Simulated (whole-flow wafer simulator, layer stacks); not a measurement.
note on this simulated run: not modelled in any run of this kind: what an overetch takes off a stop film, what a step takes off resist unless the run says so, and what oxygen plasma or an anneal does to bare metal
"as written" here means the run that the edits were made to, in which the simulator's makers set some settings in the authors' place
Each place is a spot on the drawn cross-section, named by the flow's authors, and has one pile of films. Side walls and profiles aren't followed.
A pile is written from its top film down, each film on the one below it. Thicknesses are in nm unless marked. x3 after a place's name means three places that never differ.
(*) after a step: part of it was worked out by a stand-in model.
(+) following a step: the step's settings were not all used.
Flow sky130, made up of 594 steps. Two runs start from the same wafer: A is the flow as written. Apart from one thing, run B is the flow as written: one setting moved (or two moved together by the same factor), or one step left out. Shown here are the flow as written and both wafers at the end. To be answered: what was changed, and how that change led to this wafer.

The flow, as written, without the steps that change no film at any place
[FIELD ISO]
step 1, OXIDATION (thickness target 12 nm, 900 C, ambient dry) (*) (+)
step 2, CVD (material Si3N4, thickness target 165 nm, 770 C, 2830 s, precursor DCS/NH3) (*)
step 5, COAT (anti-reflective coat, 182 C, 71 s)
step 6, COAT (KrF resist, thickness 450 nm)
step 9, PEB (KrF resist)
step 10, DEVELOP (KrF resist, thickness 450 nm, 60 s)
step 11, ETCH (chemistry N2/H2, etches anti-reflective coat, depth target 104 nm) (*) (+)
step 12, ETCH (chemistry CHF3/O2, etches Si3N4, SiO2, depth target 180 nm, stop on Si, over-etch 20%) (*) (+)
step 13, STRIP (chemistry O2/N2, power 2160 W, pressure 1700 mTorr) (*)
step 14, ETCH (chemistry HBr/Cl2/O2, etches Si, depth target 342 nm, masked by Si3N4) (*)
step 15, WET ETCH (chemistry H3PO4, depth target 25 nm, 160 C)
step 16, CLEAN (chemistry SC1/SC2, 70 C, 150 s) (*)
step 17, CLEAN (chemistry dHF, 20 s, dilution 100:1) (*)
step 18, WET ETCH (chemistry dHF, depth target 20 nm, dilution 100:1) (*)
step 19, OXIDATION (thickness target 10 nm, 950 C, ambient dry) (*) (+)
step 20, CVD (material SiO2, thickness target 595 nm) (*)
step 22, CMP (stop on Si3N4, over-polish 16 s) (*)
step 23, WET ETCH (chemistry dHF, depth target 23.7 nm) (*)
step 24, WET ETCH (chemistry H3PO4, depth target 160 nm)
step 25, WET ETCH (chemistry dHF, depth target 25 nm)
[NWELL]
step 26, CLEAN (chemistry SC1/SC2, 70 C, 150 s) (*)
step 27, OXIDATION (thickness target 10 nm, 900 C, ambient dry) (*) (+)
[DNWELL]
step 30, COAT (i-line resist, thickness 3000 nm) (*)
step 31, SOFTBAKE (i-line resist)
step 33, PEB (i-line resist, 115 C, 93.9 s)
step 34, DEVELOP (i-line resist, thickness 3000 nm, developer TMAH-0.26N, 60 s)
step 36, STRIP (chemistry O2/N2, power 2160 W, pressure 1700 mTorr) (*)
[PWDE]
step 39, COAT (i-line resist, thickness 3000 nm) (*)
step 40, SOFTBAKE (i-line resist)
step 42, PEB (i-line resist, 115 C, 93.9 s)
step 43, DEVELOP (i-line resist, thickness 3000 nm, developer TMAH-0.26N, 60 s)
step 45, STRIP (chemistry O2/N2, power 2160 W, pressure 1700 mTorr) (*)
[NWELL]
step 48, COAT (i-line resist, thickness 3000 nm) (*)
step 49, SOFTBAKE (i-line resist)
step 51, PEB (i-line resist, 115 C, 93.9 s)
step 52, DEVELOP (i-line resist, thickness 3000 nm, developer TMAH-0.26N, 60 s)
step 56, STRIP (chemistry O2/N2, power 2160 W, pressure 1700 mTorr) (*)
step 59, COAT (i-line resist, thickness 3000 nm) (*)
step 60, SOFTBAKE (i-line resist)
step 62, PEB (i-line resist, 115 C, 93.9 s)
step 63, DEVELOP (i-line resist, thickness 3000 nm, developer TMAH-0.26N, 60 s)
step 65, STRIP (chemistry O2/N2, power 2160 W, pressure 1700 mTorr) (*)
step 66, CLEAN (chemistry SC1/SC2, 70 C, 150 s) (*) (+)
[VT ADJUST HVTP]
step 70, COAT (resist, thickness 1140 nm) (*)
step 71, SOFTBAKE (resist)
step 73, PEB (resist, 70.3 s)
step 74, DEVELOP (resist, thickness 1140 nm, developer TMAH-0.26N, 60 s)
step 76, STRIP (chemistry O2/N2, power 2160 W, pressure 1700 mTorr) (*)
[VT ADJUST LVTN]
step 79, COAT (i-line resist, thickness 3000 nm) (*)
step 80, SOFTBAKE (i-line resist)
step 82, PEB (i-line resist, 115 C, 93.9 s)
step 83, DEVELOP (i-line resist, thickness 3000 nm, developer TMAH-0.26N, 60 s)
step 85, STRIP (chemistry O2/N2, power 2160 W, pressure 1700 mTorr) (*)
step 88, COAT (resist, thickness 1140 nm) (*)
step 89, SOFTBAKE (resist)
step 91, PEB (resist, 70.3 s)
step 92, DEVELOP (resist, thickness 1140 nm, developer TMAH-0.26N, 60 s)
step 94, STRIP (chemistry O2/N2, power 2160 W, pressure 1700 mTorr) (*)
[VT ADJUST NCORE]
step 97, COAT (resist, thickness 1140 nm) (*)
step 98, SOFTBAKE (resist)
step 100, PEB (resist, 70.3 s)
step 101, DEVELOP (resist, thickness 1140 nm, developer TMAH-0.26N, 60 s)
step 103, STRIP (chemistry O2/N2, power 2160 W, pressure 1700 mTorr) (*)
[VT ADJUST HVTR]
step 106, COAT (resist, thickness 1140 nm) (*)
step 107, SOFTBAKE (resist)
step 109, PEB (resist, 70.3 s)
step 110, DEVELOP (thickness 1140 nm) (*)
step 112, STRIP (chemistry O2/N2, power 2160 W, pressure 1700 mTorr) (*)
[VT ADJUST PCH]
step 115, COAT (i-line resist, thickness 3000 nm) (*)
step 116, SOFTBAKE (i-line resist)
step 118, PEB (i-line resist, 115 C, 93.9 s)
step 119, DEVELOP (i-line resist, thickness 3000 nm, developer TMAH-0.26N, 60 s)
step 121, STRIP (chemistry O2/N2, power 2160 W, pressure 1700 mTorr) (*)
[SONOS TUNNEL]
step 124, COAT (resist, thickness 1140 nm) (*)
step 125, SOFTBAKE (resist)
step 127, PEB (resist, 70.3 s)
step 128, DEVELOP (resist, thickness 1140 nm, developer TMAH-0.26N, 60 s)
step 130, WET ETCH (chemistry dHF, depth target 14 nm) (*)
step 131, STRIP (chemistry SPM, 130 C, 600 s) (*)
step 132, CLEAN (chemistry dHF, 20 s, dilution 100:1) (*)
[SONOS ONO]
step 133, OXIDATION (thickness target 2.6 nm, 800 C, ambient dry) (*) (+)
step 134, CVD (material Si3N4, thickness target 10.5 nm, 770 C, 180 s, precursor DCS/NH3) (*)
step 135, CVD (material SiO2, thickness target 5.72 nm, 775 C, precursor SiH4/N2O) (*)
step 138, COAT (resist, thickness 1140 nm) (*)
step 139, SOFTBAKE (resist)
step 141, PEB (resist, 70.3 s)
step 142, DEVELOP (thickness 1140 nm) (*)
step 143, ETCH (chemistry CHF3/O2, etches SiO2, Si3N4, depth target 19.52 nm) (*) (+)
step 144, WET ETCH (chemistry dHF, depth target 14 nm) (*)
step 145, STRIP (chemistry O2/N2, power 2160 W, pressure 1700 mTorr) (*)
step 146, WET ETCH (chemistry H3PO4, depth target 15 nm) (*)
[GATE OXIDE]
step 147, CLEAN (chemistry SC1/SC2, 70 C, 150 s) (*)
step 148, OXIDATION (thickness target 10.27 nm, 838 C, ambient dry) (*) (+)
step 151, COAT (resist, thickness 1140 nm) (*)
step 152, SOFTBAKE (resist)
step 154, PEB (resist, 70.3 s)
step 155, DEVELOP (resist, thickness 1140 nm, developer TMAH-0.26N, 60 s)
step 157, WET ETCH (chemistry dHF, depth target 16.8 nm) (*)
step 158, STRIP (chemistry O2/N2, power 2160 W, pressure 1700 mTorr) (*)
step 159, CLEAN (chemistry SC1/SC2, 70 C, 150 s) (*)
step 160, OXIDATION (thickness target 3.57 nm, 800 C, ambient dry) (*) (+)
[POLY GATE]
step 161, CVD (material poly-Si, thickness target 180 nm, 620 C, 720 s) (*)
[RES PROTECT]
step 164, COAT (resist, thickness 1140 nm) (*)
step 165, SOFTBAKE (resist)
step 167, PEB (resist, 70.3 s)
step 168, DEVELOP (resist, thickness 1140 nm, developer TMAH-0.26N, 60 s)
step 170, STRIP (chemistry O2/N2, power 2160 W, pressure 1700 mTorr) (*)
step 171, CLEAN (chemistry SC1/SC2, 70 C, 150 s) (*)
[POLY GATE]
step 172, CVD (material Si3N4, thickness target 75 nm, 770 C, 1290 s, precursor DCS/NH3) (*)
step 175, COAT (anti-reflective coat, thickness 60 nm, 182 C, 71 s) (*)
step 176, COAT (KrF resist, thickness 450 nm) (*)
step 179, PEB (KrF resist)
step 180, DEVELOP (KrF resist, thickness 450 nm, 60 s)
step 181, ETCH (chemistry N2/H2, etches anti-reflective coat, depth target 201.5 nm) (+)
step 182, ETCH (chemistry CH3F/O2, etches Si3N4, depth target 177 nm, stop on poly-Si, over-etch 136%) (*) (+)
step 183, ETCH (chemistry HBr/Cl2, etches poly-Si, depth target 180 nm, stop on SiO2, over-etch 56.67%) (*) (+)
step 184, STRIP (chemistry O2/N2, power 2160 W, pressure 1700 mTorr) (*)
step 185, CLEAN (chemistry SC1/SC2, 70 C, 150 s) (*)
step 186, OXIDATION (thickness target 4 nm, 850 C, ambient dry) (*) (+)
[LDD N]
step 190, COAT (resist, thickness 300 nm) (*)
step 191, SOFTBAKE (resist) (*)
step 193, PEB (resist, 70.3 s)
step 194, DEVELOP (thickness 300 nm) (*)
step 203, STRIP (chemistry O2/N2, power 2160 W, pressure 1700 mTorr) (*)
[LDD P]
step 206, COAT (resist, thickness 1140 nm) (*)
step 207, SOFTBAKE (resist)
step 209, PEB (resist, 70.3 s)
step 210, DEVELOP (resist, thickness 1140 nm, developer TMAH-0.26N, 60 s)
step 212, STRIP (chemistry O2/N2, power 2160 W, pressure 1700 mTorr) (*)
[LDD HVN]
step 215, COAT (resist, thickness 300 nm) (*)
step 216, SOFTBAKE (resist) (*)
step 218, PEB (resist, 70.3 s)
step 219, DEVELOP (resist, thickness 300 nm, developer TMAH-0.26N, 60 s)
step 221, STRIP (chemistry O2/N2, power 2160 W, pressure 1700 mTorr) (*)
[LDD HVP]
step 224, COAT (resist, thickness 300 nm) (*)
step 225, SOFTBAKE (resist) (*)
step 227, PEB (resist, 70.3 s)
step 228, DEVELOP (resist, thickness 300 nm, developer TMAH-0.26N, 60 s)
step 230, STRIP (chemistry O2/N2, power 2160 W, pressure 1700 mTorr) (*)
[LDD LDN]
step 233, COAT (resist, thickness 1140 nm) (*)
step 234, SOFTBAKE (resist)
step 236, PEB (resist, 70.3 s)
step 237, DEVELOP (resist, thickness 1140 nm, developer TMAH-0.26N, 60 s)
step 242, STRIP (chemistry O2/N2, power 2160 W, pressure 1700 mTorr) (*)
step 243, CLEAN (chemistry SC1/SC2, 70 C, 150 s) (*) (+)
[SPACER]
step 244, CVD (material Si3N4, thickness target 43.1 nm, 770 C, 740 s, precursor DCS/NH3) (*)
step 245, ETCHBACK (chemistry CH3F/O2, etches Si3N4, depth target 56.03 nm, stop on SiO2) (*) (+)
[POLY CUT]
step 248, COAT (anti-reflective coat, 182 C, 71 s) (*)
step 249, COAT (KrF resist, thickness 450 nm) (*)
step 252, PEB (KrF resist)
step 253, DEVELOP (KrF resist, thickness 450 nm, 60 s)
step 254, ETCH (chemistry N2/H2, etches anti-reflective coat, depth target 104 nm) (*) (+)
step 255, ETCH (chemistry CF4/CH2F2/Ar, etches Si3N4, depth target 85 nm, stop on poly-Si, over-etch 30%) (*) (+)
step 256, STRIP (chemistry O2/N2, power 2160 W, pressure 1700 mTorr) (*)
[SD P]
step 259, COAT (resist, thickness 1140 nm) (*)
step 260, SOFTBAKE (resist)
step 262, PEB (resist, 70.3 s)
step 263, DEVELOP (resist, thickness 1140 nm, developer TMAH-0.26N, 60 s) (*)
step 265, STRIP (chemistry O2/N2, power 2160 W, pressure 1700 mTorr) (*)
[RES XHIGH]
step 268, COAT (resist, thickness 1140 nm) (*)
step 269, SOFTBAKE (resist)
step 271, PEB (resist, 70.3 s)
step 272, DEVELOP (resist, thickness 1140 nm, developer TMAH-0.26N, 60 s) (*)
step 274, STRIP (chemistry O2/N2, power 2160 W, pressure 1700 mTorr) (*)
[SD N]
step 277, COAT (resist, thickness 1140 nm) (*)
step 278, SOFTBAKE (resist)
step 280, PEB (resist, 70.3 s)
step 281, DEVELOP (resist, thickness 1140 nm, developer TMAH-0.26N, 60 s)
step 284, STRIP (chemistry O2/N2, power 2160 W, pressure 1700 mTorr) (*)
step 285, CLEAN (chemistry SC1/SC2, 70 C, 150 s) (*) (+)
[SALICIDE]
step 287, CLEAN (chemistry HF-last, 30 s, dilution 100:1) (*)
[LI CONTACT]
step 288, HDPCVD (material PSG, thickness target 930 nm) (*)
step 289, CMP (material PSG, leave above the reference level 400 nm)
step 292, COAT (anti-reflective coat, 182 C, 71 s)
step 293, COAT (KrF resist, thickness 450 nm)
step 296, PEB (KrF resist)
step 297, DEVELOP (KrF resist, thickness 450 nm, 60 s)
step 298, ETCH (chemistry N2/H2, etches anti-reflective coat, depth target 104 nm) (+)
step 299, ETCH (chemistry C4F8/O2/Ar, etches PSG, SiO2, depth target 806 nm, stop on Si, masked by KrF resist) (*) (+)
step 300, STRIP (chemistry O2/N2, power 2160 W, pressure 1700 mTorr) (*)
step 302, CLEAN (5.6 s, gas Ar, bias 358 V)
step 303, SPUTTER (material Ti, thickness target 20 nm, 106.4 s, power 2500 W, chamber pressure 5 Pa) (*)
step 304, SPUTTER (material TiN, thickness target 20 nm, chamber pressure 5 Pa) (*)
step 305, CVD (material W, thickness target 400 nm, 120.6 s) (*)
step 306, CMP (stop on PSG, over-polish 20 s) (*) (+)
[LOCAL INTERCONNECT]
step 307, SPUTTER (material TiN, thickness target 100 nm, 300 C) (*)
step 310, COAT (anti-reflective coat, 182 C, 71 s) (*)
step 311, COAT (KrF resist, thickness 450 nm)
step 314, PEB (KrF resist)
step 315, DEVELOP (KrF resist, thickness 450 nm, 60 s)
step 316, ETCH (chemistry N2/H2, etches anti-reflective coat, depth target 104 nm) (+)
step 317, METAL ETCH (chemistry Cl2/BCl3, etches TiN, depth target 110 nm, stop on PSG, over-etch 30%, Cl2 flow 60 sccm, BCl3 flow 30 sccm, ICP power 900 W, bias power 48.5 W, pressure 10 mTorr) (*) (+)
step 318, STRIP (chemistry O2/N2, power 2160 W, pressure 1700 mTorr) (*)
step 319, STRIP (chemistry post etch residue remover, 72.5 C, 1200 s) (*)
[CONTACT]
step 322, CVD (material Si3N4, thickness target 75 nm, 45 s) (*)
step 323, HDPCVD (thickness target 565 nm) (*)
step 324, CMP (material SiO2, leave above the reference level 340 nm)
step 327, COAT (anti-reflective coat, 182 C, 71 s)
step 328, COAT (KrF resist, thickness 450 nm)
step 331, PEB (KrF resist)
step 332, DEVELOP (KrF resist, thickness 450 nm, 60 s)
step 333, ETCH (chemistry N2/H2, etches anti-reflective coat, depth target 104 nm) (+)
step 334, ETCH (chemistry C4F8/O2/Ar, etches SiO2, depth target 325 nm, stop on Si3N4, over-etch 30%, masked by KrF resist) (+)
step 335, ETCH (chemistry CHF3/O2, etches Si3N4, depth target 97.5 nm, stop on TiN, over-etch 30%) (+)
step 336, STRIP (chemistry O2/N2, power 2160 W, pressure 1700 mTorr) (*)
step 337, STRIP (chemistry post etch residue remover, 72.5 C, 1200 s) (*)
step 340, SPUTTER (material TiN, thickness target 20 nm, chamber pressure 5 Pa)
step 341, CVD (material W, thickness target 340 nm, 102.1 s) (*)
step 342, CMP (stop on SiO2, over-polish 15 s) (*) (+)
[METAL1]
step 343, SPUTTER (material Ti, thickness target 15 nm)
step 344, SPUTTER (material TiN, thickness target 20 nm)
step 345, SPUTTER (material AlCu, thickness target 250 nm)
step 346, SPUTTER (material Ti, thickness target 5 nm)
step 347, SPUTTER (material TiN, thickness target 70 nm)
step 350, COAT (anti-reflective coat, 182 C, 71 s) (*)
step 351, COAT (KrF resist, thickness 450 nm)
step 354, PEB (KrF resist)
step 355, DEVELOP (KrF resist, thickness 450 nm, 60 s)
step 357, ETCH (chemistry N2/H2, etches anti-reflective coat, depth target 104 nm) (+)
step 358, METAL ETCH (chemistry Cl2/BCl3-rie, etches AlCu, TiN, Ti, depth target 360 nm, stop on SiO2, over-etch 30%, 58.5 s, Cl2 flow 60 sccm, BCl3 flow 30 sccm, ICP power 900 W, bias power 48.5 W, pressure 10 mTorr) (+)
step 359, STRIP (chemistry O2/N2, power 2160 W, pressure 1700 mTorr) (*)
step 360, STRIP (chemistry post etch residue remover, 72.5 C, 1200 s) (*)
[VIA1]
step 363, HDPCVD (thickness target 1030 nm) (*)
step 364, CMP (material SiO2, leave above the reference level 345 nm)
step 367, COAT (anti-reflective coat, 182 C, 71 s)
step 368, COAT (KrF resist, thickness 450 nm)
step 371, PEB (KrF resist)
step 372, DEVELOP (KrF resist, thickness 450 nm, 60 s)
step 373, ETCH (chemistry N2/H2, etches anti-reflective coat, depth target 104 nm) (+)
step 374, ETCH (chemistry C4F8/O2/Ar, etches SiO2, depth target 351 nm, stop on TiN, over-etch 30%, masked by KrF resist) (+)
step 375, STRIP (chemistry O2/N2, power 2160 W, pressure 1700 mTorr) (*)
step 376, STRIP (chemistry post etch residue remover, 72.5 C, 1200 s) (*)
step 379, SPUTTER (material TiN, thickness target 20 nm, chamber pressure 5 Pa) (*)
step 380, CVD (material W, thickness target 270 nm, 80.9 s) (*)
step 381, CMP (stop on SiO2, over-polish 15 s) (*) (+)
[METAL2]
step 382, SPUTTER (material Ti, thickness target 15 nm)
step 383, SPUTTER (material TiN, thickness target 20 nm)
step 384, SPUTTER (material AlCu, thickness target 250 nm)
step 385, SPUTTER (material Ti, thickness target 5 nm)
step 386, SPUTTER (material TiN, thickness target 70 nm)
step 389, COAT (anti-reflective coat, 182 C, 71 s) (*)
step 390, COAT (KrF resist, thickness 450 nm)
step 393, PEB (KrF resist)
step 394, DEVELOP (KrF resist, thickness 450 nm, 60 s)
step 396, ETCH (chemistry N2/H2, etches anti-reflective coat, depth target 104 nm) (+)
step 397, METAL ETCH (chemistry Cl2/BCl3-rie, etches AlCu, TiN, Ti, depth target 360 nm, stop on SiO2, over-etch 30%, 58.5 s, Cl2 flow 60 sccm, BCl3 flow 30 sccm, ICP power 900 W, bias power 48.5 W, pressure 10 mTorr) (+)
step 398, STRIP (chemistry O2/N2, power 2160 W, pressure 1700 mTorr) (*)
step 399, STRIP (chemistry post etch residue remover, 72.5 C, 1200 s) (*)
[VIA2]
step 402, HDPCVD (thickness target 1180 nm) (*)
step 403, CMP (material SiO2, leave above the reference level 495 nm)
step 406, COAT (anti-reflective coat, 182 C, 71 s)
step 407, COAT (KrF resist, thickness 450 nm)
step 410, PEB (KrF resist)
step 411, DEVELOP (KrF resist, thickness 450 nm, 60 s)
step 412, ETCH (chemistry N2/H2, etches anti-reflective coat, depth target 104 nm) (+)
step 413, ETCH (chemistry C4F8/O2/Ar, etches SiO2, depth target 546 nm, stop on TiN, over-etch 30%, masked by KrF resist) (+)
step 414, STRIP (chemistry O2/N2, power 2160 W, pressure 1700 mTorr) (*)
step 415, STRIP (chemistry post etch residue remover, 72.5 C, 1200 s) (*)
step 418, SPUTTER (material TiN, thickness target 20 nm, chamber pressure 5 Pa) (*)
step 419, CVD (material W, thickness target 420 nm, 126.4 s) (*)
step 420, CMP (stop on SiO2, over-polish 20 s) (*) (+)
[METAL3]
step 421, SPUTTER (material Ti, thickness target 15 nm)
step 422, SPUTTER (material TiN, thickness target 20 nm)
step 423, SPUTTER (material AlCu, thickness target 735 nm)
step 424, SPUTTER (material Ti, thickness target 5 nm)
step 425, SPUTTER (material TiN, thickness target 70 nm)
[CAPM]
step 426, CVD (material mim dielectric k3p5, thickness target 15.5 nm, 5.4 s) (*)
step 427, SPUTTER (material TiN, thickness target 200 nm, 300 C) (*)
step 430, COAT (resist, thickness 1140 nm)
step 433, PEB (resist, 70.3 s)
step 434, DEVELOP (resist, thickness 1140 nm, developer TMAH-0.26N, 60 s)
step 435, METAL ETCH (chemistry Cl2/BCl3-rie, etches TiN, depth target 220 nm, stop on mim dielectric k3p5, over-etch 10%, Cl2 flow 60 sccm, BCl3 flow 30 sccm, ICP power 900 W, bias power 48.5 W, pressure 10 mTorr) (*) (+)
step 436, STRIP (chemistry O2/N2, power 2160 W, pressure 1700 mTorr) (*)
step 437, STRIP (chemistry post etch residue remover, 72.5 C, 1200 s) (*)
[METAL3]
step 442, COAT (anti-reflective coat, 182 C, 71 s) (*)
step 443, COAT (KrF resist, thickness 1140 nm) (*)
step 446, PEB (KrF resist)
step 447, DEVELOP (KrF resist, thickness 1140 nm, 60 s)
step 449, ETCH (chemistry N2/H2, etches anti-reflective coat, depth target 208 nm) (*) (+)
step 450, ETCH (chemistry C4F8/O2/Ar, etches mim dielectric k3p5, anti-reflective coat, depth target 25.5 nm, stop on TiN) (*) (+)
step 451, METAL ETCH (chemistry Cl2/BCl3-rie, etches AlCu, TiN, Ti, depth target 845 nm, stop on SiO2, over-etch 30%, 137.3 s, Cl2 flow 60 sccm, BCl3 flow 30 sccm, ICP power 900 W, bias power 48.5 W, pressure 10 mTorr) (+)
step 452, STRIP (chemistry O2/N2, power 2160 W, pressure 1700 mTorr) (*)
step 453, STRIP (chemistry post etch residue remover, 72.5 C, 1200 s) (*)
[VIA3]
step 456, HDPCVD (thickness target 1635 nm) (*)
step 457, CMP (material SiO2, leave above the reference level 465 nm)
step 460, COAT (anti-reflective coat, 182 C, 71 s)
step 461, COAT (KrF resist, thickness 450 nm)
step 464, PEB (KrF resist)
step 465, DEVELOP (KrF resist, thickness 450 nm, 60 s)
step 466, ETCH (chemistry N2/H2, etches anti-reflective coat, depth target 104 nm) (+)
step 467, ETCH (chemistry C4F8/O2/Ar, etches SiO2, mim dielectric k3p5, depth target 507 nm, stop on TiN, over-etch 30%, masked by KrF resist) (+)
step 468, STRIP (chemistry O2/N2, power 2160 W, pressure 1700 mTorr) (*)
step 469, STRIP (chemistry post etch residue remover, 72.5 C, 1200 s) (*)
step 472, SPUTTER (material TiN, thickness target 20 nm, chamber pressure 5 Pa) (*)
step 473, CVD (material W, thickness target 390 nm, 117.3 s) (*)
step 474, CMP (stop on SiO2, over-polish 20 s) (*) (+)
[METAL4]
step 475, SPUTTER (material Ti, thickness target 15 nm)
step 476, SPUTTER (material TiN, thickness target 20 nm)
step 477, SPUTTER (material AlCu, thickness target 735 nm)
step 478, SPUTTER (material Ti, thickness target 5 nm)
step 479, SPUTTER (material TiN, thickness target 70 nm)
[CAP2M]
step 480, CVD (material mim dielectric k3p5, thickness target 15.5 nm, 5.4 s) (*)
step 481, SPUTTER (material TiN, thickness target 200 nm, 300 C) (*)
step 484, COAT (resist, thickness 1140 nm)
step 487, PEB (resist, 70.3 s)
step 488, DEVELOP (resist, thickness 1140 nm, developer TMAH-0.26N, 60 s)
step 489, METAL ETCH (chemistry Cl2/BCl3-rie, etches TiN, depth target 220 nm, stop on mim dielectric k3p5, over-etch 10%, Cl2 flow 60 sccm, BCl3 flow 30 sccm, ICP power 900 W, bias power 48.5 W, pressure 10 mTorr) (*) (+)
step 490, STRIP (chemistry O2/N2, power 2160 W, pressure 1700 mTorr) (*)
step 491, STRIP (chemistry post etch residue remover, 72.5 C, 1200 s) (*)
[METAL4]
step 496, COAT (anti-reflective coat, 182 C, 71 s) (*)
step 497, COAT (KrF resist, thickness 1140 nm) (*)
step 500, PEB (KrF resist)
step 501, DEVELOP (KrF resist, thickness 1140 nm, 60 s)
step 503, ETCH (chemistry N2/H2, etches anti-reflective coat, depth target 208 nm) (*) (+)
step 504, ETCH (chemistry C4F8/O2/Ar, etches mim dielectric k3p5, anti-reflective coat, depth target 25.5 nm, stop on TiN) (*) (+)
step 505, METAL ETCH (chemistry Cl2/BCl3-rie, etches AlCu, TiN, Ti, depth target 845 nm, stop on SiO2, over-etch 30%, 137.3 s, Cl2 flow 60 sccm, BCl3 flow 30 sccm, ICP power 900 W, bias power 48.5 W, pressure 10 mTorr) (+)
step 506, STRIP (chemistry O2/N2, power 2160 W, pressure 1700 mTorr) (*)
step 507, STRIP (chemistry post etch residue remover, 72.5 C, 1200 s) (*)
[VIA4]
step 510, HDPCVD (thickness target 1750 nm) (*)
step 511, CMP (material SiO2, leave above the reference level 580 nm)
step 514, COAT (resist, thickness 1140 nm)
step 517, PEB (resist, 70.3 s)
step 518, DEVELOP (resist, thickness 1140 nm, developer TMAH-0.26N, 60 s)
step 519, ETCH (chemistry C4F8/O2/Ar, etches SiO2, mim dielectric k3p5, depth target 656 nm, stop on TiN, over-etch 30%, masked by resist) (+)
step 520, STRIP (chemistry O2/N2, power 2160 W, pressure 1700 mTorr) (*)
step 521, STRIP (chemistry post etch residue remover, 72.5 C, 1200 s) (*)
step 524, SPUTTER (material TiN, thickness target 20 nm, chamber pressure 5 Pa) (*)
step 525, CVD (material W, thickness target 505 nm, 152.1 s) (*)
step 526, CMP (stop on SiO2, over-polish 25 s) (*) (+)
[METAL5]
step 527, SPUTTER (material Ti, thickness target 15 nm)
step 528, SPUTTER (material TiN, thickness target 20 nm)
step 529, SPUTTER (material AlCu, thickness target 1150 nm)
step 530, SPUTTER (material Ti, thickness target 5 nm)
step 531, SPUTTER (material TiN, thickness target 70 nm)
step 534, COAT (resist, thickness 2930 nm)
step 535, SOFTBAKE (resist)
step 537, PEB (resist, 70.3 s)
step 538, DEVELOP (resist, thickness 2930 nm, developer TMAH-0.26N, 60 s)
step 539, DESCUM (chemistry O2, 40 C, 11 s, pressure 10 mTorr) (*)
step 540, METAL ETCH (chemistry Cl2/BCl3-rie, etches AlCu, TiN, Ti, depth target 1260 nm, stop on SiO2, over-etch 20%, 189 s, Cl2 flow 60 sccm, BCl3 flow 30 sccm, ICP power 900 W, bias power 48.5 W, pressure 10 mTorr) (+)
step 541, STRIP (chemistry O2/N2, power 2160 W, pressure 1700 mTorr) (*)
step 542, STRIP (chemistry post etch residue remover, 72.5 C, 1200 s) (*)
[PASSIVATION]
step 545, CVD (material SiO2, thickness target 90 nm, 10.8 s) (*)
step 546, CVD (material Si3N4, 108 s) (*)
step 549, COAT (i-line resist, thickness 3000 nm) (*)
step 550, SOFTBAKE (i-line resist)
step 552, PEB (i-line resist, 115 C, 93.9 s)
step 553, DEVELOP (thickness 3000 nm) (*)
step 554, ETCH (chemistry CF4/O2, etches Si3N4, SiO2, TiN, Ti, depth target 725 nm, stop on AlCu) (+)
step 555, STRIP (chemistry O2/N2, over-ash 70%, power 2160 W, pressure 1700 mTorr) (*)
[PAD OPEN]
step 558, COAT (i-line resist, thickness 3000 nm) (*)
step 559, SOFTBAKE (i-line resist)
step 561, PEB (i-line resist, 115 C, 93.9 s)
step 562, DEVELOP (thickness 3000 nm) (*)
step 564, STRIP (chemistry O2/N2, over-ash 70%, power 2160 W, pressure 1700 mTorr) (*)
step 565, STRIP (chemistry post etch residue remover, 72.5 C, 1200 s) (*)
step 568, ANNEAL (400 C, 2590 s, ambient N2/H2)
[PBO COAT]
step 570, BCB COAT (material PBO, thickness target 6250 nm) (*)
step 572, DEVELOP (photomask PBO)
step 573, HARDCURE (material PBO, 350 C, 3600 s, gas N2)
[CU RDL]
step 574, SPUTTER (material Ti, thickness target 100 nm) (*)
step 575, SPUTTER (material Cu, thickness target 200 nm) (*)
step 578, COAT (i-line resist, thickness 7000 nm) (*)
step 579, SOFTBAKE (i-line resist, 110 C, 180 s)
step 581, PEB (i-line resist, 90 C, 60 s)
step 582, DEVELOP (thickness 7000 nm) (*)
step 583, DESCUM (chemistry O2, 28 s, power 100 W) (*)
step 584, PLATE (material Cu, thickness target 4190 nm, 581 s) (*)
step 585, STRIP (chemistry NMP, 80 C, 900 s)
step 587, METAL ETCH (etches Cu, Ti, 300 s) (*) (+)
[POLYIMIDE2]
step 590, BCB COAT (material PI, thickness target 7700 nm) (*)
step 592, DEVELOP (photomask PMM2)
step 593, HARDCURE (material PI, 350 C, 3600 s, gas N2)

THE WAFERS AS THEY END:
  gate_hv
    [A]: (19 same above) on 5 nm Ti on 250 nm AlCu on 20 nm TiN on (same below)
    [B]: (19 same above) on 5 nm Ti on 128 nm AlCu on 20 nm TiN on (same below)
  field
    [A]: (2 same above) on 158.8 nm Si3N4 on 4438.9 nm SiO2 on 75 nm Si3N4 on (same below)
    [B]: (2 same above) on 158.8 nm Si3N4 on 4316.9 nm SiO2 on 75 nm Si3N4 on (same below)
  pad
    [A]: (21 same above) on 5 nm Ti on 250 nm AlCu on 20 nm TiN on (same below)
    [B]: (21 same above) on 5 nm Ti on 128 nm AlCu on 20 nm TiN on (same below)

The reason: step 384, SPUTTER: thickness target 128 nm was run, while the flow as written has thickness target 250 nm.
The wafer itself shows it: gate_hv has AlCu 128, and step 384 as written asks for 250 nm.

How this came from the change, step by step:
  step 384, SPUTTER (material AlCu, thickness target 250 nm)
      field, active, n_well and 188 more: A AlCu gains 250 (new film) | B AlCu gains 128 (new film)
  step 397, METAL ETCH (chemistry Cl2/BCl3-rie, etches AlCu, TiN, Ti, depth target 360 nm, stop on SiO2, over-etch 30%, 58.5 s, Cl2 flow 60 sccm, BCl3 flow 30 sccm, ICP power 900 W, bias power 48.5 W, pressure 10 mTorr) (+)
      field, active, gate and 82 more: A TiN loses 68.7 (all of it), Ti loses 5 (all of it), AlCu loses 250 (all of it), TiN loses 20 (all of it), Ti loses 15 (all of it), SiO2 loses 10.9 | B TiN loses 68.7 (all of it), Ti loses 5 (all of it), AlCu loses 128 (all of it), TiN loses 20 (all of it), Ti loses 15 (all of it), SiO2 loses 23.1
  step 403, CMP (material SiO2, leave above the reference level 495 nm)
      field, active, gate and 82 more: A SiO2 loses 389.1 | B SiO2 loses 498.9
